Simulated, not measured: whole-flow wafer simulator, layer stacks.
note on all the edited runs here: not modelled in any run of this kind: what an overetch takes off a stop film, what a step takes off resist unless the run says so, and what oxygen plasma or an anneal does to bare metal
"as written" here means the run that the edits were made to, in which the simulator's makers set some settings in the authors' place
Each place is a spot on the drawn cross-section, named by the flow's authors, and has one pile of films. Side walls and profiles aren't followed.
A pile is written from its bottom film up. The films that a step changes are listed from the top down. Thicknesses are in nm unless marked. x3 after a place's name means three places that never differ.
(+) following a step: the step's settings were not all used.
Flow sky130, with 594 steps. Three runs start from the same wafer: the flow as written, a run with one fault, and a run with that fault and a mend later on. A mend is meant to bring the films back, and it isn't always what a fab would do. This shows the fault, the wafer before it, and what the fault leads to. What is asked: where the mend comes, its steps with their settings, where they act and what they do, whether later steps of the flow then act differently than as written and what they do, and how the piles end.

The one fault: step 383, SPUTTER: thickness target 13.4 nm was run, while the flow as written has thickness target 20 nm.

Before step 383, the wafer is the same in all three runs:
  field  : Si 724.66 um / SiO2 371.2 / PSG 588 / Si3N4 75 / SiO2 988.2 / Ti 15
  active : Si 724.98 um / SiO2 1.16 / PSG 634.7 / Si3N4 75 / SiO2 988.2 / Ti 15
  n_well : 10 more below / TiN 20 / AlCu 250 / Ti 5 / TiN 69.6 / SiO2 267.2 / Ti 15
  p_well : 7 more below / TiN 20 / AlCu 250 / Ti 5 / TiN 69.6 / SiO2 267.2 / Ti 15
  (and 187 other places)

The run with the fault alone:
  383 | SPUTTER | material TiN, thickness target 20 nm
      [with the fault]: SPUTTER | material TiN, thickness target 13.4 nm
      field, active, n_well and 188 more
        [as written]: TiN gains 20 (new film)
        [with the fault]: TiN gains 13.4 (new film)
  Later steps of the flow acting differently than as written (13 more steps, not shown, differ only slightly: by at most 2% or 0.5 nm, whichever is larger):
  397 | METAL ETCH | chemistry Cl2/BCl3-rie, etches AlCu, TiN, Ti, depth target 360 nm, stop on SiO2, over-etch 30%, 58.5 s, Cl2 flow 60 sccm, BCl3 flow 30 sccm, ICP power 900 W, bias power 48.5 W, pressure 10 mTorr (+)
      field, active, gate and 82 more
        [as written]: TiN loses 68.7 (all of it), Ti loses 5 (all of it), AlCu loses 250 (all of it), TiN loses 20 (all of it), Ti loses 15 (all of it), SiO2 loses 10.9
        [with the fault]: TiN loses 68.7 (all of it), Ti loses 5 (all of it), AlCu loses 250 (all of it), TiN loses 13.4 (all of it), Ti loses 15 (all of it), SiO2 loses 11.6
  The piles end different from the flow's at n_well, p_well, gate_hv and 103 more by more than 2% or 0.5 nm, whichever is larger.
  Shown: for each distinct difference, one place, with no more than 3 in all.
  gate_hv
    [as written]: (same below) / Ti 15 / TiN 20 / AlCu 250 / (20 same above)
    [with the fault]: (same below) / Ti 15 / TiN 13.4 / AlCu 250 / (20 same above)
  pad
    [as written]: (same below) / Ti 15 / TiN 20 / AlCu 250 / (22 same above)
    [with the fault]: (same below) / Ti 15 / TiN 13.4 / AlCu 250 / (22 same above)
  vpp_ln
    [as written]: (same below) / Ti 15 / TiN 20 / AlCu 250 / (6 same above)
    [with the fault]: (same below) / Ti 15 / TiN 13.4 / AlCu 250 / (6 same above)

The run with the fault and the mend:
  The mend follows step 383.
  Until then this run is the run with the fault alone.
  383a | SPUTTER | material TiN, thickness target 6.6 nm (the flow's step 383 again, with other settings)
      field, active, n_well and 188 more
        TiN gains 6.6
  None of the later steps of the flow acts differently than as written at any place that is followed.
  At every place that both follow, the piles at the end match the flow's.
